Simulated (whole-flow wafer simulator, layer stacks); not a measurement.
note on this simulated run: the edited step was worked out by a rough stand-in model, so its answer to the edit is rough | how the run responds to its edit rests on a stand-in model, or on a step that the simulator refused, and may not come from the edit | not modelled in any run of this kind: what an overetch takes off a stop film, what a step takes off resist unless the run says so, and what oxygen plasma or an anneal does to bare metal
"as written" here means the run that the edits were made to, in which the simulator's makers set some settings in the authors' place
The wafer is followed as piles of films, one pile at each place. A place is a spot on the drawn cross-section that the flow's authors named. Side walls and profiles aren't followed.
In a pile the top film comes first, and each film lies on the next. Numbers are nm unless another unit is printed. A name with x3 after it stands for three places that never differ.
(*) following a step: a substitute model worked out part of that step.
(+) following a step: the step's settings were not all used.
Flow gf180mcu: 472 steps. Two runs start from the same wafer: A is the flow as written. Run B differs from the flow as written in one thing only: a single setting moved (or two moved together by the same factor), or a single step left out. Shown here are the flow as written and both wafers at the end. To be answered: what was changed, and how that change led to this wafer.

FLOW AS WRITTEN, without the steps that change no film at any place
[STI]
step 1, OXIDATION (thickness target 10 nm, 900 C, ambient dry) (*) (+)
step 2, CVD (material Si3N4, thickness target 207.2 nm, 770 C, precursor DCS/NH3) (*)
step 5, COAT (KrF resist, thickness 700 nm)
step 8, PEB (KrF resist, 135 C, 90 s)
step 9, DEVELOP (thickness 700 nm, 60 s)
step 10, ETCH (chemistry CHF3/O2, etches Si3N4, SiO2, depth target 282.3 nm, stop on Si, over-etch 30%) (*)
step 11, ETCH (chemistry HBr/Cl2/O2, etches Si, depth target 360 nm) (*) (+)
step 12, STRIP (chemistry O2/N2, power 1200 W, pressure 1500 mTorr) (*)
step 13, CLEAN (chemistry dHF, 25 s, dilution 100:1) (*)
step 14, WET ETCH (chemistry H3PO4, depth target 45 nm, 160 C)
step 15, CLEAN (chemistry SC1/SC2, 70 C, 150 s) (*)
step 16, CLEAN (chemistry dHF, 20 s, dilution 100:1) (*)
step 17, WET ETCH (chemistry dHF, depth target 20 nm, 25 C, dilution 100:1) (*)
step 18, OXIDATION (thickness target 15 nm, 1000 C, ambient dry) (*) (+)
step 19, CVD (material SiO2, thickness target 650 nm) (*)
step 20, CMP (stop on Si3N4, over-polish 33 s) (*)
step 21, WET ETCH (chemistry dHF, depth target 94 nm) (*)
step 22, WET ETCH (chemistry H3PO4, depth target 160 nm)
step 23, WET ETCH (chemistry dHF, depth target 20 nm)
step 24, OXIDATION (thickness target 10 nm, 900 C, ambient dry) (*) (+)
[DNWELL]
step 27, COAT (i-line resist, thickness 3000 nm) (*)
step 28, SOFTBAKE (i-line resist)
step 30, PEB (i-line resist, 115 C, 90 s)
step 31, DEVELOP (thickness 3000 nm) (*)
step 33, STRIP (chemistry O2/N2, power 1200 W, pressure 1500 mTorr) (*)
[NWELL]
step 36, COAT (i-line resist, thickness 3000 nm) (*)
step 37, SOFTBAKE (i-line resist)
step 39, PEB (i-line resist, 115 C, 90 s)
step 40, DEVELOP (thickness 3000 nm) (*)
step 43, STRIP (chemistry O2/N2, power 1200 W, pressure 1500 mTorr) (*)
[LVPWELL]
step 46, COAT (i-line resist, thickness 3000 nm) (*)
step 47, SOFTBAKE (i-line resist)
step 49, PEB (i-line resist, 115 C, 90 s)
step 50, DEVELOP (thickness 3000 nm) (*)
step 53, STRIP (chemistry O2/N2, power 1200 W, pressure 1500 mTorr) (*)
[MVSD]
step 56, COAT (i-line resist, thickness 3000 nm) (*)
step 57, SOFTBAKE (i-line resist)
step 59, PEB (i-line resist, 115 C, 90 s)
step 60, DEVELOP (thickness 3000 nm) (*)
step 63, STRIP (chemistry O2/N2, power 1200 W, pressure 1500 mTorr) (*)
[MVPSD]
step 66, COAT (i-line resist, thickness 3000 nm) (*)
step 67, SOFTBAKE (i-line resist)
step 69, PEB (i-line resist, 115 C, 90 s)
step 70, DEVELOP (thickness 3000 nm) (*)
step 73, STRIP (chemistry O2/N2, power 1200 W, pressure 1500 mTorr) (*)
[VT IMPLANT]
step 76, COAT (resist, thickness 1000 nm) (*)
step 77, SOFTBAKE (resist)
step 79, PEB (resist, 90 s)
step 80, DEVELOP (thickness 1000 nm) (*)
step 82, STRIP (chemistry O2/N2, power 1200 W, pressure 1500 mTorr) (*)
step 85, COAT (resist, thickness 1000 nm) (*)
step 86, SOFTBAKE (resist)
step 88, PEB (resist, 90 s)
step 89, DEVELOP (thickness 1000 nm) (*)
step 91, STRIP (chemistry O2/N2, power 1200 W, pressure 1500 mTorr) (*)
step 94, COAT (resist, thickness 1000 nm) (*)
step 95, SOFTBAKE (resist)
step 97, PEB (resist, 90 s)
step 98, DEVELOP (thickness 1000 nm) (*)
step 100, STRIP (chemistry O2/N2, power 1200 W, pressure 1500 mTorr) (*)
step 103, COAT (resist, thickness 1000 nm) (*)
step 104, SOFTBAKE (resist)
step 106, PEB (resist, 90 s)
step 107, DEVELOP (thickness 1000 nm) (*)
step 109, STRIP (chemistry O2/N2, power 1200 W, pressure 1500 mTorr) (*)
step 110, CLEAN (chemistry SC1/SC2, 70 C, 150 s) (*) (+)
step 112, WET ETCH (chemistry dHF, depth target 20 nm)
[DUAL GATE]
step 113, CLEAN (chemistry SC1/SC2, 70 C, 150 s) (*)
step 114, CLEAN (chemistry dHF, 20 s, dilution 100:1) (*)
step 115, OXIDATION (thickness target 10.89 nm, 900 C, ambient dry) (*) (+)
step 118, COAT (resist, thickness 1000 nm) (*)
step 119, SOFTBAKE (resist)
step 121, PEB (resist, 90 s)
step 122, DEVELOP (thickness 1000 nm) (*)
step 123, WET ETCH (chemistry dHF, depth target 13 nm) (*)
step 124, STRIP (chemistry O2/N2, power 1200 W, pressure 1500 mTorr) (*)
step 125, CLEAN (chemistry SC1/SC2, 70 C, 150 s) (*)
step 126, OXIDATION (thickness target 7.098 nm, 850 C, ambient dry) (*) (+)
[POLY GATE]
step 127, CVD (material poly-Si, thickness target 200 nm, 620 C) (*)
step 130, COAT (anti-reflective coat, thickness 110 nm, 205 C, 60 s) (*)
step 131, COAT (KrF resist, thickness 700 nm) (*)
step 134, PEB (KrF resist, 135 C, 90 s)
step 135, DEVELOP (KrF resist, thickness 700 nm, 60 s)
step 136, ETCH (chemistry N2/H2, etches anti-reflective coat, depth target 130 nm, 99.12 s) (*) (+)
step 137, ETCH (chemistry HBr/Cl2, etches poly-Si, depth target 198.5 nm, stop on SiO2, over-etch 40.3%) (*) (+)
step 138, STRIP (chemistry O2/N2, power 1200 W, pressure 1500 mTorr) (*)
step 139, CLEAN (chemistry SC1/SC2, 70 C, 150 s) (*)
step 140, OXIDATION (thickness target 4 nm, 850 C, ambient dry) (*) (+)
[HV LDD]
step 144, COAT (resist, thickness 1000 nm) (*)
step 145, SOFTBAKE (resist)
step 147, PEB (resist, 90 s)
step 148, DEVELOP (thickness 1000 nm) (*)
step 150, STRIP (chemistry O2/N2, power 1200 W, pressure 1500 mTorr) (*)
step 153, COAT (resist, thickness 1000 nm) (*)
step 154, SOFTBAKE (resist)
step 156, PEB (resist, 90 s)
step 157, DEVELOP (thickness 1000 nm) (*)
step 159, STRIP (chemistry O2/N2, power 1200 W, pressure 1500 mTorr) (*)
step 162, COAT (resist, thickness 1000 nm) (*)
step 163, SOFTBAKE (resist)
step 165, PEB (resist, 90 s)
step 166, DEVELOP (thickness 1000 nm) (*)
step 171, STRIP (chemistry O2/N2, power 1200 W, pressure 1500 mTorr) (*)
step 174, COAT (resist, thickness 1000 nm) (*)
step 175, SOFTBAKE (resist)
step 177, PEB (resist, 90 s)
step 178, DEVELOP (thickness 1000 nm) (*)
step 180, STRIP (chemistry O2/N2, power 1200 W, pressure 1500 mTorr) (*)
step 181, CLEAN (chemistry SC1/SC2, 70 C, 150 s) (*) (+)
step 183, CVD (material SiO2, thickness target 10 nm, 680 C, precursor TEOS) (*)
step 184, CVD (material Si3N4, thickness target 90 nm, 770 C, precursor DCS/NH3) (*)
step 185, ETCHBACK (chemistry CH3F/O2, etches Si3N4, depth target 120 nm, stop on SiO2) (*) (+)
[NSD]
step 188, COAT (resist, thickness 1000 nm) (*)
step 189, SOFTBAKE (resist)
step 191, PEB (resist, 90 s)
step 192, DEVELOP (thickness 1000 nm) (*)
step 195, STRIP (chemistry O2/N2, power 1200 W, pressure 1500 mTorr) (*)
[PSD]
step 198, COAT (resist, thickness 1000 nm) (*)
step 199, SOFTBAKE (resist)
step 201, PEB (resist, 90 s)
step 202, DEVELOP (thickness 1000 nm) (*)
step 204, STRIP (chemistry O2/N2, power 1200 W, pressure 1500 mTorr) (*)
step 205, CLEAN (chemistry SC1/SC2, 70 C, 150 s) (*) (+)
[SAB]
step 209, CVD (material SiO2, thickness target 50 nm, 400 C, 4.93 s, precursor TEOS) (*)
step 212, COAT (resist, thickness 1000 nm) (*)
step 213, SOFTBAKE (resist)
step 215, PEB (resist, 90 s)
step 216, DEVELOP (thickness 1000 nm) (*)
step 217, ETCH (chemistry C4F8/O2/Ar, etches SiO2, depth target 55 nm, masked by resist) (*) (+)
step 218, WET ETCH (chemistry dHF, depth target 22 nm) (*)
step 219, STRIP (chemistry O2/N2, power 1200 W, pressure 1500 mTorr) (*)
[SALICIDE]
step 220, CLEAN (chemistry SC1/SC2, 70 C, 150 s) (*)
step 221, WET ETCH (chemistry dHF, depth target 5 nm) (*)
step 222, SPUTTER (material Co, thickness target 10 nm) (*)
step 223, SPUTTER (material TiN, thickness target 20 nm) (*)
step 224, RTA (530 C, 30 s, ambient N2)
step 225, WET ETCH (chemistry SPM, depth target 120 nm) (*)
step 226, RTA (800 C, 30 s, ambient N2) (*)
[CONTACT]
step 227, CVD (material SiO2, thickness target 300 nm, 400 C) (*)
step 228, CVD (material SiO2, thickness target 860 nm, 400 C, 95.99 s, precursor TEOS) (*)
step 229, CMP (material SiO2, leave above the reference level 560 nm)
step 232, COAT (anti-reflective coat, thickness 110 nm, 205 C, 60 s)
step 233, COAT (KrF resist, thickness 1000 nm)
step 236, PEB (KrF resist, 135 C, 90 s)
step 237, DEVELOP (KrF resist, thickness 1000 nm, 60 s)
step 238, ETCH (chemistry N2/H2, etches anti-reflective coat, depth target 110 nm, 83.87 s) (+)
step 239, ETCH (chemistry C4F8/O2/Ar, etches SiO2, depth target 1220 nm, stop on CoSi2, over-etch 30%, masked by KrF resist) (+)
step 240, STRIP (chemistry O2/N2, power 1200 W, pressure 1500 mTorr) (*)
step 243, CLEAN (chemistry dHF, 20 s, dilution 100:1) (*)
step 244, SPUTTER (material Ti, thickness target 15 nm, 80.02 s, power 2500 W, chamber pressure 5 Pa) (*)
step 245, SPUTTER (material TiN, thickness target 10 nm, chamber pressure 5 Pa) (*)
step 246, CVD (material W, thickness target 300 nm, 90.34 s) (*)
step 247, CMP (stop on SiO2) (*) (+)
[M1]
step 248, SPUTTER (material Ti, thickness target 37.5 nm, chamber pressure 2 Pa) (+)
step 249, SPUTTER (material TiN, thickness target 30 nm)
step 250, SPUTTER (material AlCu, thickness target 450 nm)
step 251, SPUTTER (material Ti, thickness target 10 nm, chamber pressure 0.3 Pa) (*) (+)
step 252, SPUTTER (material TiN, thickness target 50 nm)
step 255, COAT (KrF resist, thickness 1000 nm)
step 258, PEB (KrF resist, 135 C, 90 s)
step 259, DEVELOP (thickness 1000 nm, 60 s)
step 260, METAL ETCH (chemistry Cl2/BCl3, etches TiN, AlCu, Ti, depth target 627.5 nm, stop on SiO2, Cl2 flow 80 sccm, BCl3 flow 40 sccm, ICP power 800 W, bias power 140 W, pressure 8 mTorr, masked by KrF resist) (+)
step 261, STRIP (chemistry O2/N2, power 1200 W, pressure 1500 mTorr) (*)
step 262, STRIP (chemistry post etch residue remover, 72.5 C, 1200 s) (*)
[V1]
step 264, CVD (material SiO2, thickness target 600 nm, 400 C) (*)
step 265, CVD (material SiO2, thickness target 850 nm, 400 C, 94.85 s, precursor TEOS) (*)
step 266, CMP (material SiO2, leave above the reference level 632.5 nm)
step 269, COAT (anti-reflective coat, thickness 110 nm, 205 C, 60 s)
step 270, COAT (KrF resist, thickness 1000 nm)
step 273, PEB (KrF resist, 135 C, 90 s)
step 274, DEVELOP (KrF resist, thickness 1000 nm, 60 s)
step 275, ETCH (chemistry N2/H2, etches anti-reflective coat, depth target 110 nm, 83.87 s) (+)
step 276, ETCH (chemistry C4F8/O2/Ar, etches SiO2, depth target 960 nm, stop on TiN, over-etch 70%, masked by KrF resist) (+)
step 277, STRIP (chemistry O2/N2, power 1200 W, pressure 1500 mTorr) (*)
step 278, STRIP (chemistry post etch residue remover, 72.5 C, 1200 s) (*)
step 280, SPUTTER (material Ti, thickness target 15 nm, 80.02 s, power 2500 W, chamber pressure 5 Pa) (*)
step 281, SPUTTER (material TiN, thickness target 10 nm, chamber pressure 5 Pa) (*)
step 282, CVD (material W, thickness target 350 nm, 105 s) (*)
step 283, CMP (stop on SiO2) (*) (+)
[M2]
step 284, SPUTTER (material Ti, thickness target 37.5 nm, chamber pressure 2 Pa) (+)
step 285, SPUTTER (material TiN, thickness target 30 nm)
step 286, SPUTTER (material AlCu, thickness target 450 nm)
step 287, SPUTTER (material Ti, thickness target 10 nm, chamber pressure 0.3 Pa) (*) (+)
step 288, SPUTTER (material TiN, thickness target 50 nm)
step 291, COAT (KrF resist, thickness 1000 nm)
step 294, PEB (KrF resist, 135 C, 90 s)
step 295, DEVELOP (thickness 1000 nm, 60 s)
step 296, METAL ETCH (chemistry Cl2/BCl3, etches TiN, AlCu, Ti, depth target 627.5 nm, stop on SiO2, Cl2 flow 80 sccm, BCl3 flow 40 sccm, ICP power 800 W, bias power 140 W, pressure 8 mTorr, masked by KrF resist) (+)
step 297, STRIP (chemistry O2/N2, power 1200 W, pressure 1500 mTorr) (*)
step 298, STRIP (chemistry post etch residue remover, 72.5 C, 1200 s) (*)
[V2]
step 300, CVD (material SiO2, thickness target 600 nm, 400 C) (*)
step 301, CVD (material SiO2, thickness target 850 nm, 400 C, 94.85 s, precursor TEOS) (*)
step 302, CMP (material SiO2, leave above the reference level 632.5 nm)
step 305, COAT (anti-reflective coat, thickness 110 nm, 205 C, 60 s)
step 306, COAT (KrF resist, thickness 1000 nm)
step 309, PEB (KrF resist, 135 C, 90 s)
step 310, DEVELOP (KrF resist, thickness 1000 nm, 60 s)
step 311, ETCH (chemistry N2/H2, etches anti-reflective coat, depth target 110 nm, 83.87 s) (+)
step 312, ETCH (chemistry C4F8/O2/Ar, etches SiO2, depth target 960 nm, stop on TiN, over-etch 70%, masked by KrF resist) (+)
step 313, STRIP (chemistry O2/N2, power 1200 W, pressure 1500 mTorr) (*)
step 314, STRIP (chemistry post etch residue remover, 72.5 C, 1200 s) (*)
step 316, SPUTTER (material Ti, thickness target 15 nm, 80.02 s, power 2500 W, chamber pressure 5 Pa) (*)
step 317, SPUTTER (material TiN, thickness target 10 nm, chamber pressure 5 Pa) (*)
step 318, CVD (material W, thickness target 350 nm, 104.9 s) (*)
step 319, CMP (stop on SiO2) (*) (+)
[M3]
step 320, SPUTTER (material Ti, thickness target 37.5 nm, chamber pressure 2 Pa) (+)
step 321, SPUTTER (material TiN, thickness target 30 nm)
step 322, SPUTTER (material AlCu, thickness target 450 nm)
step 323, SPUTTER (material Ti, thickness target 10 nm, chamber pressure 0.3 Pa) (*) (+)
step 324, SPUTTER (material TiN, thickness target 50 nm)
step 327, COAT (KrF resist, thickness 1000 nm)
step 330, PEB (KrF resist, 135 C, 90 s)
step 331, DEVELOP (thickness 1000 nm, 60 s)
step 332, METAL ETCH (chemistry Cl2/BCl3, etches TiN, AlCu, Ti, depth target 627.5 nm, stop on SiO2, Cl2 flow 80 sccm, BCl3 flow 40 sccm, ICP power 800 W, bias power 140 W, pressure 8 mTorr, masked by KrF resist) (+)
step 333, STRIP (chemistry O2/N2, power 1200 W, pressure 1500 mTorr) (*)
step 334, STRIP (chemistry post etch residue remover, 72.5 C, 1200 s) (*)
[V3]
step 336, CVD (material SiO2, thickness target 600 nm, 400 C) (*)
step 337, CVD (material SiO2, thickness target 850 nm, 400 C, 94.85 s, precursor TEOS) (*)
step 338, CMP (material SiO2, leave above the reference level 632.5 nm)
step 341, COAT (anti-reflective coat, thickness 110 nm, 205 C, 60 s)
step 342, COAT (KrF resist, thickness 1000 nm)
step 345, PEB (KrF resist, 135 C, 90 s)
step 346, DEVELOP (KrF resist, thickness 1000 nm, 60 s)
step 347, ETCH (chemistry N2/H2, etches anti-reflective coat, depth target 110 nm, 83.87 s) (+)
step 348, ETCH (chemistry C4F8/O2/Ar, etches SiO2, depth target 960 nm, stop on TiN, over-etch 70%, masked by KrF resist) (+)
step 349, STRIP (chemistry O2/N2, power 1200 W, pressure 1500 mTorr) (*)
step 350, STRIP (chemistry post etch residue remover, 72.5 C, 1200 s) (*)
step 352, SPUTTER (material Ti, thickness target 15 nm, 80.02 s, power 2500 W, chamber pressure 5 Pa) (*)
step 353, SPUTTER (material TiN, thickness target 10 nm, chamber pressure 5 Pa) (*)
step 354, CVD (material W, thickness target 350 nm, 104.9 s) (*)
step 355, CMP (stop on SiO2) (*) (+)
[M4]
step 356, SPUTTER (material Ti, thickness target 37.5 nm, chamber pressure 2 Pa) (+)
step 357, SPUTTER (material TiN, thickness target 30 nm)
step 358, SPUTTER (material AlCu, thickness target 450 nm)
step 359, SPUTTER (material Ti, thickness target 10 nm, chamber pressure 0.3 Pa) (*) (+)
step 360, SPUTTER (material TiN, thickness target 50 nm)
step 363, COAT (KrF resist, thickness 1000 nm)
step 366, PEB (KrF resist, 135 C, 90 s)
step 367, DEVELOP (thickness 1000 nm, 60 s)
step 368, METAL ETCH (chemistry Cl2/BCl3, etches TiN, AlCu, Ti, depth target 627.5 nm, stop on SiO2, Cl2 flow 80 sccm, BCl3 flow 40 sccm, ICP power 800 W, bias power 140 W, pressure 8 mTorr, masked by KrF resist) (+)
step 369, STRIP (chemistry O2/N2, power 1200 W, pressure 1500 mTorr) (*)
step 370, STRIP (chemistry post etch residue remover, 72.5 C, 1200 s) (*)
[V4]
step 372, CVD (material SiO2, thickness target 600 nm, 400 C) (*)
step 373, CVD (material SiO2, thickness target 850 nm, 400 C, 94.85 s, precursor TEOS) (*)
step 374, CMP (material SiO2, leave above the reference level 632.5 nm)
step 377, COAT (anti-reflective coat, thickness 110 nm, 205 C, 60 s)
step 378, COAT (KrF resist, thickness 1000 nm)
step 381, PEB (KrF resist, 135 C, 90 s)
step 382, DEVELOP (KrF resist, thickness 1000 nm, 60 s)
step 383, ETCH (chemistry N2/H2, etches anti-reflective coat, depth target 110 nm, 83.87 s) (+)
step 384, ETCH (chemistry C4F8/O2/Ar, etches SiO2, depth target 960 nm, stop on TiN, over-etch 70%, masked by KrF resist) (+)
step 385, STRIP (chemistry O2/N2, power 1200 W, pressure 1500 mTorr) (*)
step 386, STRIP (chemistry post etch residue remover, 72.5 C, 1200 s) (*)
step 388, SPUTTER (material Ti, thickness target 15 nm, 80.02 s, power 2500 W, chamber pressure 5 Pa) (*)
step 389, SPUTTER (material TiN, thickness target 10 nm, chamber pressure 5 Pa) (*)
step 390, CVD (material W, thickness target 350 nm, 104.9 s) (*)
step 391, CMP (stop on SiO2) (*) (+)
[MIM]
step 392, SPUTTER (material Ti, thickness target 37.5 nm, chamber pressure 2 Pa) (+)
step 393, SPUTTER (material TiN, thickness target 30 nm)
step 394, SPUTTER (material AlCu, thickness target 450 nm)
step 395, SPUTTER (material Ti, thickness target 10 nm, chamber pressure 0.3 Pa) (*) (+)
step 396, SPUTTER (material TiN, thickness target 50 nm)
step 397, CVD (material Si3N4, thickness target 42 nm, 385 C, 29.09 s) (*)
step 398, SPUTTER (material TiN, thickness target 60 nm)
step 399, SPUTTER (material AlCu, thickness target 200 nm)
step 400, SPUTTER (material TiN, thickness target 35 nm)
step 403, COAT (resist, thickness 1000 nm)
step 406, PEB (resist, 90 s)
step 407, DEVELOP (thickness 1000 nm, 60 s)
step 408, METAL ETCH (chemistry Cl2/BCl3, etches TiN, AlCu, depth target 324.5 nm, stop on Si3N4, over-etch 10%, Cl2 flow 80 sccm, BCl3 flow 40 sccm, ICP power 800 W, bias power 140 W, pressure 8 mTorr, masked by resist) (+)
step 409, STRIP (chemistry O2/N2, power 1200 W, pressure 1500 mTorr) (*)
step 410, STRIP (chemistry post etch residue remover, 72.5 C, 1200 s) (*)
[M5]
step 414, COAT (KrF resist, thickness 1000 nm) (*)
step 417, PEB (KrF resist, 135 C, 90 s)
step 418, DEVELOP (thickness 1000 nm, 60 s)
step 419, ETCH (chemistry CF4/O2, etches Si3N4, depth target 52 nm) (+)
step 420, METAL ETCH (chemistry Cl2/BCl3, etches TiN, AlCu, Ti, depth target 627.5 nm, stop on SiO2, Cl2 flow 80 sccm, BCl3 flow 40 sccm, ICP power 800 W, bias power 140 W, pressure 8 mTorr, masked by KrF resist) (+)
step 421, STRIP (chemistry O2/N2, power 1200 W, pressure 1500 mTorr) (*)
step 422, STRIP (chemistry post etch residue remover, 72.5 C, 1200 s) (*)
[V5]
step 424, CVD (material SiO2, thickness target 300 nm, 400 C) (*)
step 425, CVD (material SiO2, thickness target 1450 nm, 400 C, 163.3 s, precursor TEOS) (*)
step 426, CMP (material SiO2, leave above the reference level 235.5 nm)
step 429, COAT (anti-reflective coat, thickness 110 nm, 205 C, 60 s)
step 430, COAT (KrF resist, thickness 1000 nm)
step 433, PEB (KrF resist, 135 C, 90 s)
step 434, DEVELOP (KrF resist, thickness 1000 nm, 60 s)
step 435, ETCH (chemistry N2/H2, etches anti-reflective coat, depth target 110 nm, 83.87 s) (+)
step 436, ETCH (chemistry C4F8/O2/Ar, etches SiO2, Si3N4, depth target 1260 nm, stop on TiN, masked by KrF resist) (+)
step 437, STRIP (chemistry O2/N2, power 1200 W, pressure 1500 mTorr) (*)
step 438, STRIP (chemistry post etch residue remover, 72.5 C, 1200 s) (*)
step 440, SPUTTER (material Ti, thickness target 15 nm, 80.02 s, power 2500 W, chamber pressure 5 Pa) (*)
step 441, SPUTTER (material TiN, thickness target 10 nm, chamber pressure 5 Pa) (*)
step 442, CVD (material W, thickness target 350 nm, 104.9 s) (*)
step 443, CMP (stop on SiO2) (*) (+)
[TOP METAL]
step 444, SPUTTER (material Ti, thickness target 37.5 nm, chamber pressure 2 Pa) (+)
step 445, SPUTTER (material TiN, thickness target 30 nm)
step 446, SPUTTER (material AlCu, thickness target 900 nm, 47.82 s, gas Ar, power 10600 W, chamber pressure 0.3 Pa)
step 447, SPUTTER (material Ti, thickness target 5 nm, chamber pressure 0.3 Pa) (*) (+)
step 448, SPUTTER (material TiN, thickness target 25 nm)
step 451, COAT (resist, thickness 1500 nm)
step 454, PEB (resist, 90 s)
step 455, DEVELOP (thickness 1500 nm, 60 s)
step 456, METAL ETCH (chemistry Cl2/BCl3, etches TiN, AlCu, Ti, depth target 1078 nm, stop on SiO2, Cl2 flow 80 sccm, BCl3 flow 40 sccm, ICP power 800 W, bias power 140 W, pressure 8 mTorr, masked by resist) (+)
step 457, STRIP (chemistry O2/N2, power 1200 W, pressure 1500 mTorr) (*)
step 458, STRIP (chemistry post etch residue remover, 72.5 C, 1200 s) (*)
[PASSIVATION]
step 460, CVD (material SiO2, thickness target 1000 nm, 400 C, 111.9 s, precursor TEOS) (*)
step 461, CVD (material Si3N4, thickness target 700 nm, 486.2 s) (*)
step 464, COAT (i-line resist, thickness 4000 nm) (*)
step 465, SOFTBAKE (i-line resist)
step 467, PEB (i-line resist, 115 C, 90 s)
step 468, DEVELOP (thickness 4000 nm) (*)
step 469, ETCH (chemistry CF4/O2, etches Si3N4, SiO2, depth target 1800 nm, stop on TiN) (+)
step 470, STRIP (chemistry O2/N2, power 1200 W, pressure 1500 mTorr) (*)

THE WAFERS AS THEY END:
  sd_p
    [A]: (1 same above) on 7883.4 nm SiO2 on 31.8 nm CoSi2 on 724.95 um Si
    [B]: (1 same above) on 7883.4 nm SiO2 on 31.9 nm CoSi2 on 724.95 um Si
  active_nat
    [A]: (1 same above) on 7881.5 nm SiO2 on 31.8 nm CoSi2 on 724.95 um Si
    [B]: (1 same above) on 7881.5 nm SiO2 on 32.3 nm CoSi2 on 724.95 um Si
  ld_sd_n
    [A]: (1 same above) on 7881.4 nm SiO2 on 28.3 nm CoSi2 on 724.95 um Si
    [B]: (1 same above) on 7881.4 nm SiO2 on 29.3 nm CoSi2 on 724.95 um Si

The reason: step 185, ETCHBACK: depth target 149 nm was run, while the flow as written has depth target 120 nm.

Step by step, how the change led to this:
  step 185, ETCHBACK (chemistry CH3F/O2, etches Si3N4, depth target 120 nm, stop on SiO2) (*) (+)
      field, field__w1, field__w2 and 100 more: A Si3N4 loses 90 (all of it), SiO2 loses 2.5 | B Si3N4 loses 90 (all of it), SiO2 loses 4.92
  step 189, SOFTBAKE (resist)
      field: A resist gains 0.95 | B resist loses 0.03
      nw_sep_fld: A resist gains 1.07 | B nothing
  step 199, SOFTBAKE (resist)
      field: A resist gains 0.95 | B resist loses 0.03
      nw_sep_fld: A resist gains 1.07 | B nothing
  step 218, WET ETCH (chemistry dHF, depth target 22 nm) (*)
      gate, gate_hv, gate_p and 23 more: A SiO2 loses 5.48 (all of it) | B SiO2 loses 3.06 (all of it)
      active, p_well, sd_n, iso_ptap_pw, iso_ntap_nw, iso_ptap_sub, vpnp_e: A SiO2 loses 9.01 (all of it) | B SiO2 loses 6.59 (all of it)
      (and at 16 other places as well)
  step 223, SPUTTER (material TiN, thickness target 20 nm) (*)
      field__w2: A TiN gains 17 (new film) | B TiN gains 17.8 (new film)
      field__w3: A TiN gains 15.7 (new film) | B TiN gains 16.6 (new film)
      (and at 2 other places as well)
  step 224, RTA (530 C, 30 s, ambient N2)
      ld_sd_n: A under 1 film: CoSi gains 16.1 (new film), Co loses 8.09 (all of it), Si loses 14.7 | B under 1 film: CoSi gains 16.7 (new film), Co loses 8.38 (all of it), Si loses 15.2
      ld_drn_p: A under 1 film: CoSi gains 16.7 (new film), Co loses 8.4 (all of it), Si loses 15.2 | B under 1 film: CoSi gains 17.4 (new film), Co loses 8.78 (all of it), Si loses 15.9
  step 225, WET ETCH (chemistry SPM, depth target 120 nm) (*)
      field__w2: A TiN loses 17 (all of it), Co loses 8.65 (all of it) | B TiN loses 17.8 (all of it), Co loses 9.03 (all of it)
      field__w3: A TiN loses 15.7 (all of it), Co loses 8.06 (all of it) | B TiN loses 16.6 (all of it), Co loses 8.48 (all of it)
      (and at 2 other places as well)
  step 226, RTA (800 C, 30 s, ambient N2) (*)
      ld_sd_n: A CoSi2 gains 28.3 (new film), CoSi loses 16.1 (all of it), Si loses 14.7 | B CoSi2 gains 29.3 (new film), CoSi loses 16.7 (all of it), Si loses 15.2
      ld_drn_n: A CoSi2 gains 31.5 (new film), CoSi loses 17.9 (all of it), Si loses 16.4 | B CoSi2 gains 32.3 (new film), CoSi loses 18.4 (all of it), Si loses 16.7
      (and at 1 other place as well)
